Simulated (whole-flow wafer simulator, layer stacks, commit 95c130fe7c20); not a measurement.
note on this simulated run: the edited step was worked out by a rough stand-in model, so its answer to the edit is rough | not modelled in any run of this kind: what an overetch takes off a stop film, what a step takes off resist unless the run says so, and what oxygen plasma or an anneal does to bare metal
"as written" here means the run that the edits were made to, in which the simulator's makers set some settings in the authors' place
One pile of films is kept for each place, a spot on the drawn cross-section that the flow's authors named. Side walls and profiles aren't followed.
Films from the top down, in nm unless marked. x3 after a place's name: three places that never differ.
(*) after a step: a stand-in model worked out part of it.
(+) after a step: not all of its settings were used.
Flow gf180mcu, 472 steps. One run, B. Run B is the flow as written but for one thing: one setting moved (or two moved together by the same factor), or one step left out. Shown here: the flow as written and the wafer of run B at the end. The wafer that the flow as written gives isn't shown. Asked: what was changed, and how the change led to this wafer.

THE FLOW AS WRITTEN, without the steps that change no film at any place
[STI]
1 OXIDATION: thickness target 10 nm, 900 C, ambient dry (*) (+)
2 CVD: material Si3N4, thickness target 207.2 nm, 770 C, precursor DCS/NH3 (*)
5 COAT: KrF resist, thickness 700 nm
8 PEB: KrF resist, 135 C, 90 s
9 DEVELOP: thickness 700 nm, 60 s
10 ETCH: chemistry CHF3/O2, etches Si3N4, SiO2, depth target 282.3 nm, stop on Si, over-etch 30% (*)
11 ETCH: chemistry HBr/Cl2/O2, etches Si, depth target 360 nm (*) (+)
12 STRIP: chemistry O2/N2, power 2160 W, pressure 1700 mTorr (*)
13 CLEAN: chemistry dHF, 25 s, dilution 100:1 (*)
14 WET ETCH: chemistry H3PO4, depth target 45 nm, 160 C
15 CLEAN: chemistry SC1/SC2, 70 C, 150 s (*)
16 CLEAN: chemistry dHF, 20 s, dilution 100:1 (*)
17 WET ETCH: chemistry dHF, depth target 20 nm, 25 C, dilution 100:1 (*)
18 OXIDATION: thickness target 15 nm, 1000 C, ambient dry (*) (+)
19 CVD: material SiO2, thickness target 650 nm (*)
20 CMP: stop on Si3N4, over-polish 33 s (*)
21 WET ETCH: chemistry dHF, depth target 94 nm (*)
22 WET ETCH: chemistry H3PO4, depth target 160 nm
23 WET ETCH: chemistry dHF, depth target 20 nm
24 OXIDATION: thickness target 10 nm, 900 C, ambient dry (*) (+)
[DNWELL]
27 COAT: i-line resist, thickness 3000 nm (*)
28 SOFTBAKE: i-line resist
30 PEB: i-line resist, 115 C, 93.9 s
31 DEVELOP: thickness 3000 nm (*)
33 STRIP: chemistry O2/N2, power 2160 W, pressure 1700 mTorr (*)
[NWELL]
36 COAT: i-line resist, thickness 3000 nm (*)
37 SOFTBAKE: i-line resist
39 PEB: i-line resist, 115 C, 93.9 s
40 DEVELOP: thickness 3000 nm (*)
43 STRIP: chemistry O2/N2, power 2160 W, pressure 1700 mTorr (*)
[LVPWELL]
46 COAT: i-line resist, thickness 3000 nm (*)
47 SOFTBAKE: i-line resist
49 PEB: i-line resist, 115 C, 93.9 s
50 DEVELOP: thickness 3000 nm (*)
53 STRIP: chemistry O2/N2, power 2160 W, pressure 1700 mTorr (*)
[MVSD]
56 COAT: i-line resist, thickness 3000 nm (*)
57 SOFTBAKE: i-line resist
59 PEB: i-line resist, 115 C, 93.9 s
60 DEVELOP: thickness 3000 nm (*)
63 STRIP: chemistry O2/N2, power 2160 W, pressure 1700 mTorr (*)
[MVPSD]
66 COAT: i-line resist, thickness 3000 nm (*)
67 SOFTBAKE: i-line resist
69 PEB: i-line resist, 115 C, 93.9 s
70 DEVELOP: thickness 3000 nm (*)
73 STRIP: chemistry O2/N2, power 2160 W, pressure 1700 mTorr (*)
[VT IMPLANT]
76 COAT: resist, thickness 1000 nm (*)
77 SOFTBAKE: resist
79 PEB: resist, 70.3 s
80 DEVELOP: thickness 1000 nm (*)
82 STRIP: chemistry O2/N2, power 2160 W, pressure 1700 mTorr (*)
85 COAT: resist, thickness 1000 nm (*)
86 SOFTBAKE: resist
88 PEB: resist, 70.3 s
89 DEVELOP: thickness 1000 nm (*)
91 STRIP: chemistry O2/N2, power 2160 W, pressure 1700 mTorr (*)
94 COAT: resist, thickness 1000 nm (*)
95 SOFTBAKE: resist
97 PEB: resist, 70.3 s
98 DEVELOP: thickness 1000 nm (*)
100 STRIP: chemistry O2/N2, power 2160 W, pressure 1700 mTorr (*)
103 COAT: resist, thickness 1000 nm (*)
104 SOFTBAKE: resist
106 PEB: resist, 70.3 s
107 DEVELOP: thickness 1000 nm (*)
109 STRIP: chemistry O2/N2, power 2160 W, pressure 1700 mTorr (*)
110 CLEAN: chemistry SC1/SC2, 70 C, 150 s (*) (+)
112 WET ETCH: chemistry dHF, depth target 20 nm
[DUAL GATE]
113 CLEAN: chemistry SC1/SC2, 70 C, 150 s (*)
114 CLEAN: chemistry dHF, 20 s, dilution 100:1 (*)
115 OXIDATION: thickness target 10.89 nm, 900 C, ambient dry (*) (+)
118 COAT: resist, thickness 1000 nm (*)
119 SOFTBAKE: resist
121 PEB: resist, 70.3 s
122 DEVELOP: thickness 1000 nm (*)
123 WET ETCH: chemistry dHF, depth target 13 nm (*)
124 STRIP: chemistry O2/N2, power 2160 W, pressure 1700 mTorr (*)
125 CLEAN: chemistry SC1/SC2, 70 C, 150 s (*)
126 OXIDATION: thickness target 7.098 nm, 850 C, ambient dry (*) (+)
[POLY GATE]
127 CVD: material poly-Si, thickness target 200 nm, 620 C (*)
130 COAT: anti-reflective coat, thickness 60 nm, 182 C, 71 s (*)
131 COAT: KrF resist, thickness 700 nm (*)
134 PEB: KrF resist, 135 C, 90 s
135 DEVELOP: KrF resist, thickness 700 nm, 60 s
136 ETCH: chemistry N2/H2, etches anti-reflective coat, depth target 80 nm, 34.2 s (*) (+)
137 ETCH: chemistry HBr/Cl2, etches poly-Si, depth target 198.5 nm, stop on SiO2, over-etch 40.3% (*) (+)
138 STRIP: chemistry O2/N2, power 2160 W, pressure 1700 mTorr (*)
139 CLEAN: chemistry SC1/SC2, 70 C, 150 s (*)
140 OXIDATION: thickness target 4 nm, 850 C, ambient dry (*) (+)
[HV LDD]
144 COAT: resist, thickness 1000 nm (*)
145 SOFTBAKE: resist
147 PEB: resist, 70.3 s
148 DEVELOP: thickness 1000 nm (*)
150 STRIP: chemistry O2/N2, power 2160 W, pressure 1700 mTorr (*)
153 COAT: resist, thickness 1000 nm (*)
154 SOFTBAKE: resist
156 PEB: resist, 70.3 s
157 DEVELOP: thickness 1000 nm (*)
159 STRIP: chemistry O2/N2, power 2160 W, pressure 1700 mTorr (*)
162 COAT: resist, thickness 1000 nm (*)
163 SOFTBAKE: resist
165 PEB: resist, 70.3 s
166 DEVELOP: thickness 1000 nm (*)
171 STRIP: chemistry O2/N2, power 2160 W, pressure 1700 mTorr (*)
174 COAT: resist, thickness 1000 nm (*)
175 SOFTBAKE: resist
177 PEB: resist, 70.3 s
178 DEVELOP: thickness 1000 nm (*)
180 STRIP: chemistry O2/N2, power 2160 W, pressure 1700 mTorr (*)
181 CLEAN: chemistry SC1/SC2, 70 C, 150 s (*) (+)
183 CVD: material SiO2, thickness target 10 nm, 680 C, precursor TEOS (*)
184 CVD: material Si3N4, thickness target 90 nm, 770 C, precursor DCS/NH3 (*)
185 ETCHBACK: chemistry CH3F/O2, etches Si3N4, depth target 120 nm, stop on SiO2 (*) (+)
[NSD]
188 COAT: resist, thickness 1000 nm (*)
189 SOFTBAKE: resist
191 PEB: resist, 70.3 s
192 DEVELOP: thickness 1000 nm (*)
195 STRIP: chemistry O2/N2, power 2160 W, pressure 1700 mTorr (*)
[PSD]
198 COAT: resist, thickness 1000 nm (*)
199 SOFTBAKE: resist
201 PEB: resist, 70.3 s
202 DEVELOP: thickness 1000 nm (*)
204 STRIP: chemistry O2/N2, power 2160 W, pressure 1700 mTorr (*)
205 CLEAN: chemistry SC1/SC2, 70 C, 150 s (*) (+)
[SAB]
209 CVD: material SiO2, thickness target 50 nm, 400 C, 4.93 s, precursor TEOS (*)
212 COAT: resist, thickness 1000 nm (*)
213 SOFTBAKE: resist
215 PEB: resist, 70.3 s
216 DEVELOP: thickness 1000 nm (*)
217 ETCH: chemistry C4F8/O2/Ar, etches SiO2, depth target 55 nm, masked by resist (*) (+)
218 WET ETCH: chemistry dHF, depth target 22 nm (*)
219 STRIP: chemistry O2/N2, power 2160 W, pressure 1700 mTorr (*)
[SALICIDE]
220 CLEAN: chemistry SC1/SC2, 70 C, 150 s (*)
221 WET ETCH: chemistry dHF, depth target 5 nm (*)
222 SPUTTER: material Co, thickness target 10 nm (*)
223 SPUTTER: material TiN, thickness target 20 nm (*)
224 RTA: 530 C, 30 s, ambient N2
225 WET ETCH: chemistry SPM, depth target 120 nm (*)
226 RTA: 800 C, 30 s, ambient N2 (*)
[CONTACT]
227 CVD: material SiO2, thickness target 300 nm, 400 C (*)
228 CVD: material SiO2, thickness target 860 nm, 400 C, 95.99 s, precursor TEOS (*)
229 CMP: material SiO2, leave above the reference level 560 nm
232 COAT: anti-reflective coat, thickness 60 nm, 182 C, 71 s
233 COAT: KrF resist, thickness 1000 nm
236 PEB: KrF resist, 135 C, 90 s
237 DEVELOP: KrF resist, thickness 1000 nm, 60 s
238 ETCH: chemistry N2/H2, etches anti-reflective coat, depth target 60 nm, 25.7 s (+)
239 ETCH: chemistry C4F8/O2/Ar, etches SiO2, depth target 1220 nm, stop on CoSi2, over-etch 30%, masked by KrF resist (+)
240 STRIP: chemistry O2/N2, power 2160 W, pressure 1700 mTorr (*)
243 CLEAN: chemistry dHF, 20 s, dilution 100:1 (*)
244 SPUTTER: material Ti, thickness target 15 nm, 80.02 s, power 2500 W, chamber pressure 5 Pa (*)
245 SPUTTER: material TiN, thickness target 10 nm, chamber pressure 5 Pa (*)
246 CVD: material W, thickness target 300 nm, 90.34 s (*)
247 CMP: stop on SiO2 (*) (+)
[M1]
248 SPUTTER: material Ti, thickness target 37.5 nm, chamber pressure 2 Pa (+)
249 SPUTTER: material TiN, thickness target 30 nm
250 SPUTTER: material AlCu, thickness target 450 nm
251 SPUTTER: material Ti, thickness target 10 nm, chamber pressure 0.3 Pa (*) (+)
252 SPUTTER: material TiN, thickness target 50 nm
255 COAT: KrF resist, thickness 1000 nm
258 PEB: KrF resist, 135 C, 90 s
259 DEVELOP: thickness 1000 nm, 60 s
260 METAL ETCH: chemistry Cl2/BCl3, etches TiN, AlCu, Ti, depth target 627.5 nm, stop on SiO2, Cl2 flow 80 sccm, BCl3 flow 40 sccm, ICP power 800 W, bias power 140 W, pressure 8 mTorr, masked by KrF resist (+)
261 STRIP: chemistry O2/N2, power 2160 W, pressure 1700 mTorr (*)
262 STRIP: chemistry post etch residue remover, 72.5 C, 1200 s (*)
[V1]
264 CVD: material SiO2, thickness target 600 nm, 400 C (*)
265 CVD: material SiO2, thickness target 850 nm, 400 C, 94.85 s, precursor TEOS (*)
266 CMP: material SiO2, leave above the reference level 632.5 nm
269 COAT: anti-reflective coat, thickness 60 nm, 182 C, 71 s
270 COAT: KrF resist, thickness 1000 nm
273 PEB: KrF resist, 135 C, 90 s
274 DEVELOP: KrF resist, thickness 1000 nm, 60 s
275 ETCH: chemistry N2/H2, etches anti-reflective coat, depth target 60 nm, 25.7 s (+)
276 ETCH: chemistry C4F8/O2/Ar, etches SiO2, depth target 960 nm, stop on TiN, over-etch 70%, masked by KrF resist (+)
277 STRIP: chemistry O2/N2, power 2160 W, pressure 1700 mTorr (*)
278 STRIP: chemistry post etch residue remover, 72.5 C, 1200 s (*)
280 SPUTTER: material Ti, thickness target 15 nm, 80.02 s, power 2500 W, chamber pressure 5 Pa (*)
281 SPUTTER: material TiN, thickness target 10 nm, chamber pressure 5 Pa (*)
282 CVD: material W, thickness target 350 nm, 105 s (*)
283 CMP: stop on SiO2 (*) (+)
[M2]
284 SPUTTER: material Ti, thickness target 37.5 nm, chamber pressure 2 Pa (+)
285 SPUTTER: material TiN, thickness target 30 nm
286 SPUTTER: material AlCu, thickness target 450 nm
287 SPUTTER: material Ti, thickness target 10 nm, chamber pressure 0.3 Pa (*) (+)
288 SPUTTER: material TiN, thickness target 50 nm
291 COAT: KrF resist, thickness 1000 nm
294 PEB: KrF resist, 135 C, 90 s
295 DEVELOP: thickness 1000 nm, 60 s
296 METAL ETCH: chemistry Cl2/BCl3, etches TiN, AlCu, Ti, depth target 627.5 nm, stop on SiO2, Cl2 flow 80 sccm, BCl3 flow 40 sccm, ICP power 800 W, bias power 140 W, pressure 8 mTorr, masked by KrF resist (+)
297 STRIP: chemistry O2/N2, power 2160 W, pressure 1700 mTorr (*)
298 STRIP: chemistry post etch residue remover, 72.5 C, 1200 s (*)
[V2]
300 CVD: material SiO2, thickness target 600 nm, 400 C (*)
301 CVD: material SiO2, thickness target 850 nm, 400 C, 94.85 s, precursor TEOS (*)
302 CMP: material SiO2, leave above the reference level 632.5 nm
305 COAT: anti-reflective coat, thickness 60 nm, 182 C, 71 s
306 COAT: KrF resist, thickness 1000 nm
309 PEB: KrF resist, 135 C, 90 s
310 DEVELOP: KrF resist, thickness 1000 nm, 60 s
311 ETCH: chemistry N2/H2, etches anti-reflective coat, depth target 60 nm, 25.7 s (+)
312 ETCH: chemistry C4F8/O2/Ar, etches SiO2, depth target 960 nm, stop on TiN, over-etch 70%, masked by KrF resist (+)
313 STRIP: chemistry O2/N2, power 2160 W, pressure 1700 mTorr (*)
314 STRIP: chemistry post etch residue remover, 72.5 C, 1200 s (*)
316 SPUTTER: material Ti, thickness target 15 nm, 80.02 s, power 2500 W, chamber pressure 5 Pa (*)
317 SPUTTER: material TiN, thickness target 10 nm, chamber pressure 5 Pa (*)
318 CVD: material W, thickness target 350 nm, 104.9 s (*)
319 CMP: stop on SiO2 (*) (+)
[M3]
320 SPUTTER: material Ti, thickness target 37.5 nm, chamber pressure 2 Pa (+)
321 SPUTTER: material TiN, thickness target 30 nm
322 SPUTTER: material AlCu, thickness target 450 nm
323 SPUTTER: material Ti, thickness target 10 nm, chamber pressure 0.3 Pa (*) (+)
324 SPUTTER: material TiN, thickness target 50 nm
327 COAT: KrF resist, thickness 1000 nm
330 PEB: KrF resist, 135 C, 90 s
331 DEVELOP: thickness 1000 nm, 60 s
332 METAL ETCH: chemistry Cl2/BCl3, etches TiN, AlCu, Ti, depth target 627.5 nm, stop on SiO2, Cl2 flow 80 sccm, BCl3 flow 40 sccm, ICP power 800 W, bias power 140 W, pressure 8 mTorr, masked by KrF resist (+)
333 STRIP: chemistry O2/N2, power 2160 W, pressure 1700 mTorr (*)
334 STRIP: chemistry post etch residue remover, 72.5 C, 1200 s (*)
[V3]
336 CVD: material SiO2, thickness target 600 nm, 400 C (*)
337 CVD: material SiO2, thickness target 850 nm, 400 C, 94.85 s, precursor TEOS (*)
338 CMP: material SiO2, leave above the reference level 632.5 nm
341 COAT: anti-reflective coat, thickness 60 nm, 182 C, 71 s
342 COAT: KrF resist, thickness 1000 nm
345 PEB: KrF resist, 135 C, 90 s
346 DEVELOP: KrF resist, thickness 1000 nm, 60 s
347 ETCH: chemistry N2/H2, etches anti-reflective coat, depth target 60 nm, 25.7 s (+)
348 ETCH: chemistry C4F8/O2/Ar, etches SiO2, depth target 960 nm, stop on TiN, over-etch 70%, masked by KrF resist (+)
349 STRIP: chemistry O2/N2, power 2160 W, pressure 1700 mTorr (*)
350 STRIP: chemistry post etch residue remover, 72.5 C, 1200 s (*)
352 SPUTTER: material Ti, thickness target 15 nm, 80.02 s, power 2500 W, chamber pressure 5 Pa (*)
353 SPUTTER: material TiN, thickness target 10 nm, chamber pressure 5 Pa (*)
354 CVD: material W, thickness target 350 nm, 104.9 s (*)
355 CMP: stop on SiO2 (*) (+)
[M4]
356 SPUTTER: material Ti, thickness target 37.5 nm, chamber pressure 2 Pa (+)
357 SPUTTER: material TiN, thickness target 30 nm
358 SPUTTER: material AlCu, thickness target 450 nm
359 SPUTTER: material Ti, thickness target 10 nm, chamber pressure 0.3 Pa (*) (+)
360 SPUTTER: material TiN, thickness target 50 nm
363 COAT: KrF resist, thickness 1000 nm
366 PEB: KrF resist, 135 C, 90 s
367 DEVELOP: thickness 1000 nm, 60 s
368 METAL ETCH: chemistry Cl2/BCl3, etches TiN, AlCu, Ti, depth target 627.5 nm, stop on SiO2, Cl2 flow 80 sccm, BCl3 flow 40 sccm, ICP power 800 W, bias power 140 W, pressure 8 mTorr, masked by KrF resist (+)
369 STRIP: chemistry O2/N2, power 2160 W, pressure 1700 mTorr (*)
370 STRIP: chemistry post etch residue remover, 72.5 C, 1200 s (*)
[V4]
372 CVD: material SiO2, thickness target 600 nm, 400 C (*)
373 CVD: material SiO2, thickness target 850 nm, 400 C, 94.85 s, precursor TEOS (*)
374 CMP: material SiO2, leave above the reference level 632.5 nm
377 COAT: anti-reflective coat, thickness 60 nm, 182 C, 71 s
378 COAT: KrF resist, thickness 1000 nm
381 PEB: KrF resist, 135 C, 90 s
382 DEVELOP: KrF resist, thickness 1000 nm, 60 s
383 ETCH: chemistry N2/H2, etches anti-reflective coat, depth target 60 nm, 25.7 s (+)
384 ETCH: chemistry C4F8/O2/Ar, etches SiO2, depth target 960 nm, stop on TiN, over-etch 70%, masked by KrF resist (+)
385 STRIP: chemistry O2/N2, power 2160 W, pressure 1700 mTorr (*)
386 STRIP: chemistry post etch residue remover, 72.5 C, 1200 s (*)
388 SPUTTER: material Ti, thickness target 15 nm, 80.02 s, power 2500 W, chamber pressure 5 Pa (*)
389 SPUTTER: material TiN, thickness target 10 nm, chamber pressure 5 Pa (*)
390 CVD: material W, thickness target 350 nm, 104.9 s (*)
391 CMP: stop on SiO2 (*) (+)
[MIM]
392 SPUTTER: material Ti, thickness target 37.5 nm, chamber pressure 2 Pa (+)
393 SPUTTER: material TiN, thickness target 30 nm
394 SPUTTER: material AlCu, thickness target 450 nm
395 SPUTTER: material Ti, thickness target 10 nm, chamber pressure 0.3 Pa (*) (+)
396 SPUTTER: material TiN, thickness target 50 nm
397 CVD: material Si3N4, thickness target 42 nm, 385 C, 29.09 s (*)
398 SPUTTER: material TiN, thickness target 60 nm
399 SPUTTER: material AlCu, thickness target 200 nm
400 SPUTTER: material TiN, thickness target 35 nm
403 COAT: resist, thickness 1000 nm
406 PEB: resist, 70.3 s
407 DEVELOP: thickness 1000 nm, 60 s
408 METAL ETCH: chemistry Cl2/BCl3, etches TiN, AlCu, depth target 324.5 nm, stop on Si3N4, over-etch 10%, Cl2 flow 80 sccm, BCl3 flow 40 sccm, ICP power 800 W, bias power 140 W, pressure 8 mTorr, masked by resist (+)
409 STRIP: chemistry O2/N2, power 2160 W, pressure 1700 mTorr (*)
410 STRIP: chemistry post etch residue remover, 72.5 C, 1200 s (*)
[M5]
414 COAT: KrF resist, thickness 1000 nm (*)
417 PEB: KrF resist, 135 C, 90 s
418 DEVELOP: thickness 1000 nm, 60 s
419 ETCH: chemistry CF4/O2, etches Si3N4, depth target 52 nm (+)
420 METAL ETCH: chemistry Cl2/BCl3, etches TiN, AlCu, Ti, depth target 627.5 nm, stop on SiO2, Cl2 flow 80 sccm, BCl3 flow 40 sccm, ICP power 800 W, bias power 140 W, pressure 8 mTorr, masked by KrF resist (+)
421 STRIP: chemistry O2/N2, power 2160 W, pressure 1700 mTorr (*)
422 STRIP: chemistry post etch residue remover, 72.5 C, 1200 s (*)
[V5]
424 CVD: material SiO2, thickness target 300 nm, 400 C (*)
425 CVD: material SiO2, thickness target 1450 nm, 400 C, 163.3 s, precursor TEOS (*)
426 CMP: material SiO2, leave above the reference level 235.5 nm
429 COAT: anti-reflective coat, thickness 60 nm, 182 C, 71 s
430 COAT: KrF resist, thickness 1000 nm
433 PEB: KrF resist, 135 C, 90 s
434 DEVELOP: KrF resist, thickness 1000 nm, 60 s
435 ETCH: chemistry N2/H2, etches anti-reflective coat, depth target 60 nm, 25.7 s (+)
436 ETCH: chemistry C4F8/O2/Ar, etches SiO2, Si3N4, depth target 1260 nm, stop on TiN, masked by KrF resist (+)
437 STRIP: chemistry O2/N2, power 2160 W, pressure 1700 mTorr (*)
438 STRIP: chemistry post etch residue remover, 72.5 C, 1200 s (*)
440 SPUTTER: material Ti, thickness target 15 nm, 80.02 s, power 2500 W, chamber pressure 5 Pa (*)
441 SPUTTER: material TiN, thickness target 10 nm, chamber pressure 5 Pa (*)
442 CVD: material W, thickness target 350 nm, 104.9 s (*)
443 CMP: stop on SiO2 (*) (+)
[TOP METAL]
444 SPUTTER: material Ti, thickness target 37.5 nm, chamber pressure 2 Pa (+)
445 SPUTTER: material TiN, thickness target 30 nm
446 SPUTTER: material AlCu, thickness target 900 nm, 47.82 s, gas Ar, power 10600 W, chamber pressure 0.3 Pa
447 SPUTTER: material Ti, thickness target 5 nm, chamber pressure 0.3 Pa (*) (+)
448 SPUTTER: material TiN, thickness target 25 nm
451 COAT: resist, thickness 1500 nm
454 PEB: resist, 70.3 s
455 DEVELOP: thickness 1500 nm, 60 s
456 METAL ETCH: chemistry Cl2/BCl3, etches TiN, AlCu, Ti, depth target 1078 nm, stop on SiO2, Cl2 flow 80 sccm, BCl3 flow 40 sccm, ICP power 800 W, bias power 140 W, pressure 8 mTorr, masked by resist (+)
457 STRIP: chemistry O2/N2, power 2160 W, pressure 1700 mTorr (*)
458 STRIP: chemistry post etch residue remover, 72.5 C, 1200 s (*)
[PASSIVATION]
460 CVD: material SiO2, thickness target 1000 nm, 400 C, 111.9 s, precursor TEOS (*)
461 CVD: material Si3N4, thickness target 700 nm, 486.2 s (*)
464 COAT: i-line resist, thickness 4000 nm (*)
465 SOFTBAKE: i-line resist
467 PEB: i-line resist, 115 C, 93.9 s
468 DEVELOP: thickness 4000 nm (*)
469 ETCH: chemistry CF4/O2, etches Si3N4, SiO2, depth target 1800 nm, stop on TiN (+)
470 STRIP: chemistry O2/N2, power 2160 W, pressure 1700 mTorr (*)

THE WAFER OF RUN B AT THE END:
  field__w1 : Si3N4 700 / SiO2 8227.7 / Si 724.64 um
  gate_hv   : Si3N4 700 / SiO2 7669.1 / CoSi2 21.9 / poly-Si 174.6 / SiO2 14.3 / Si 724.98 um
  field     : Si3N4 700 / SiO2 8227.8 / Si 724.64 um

The cause: step 222, SPUTTER: thickness target 6.25 nm was run, where the flow has thickness target 10 nm.

How the change led to this, step by step:
  222 SPUTTER: material Co, thickness target 10 nm (*)
      field, field__w7, field__w8 and 71 more: Co +6.25 (new film) (as written it would be: Co +10 (new film))
      field__w6, field_sub, field_sub__w2: Co +6.22 (new film) (as written it would be: Co +9.95 (new film))
      (and at 34 more places)
  224 RTA: 530 C, 30 s, ambient N2
      gate, gate_hv, gate_p and 22 more: under 1 film: CoSi +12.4 (new film), Co -6.25 (all of it), poly-Si -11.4 (as written it would be: under 1 film: CoSi +19.9 (new film), Co -10 (all of it), poly-Si -18.2)
      active, p_well, sd_n and 11 more: under 1 film: CoSi +12.4 (new film), Co -6.25 (all of it), Si -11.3 (as written it would be: under 1 film: CoSi +19.9 (new film), Co -10 (all of it), Si -18.1)
      (and at 10 more places)
  225 WET ETCH: chemistry SPM, depth target 120 nm (*)
      field, field__w7, field__w8 and 32 more: TiN -20 (all of it), Co -6.25 (all of it) (as written it would be: TiN -20 (all of it), Co -10 (all of it))
      field__w9, nw_enc_fld_lv__w3: TiN -19.1 (all of it), Co -6 (all of it) (as written it would be: TiN -19.1 (all of it), Co -9.6 (all of it))
      (and at 25 more places)
  226 RTA: 800 C, 30 s, ambient N2 (*)
      gate, gate_hv, gate_p and 22 more: CoSi2 +21.9 (new film), CoSi -12.4 (all of it), poly-Si -11.4 (as written it would be: CoSi2 +35 (new film), CoSi -19.9 (all of it), poly-Si -18.2)
      active, p_well, sd_n and 11 more: CoSi2 +21.9 (new film), CoSi -12.4 (all of it), Si -11.3 (as written it would be: CoSi2 +35 (new film), CoSi -19.9 (all of it), Si -18.1)
      (and at 10 more places)
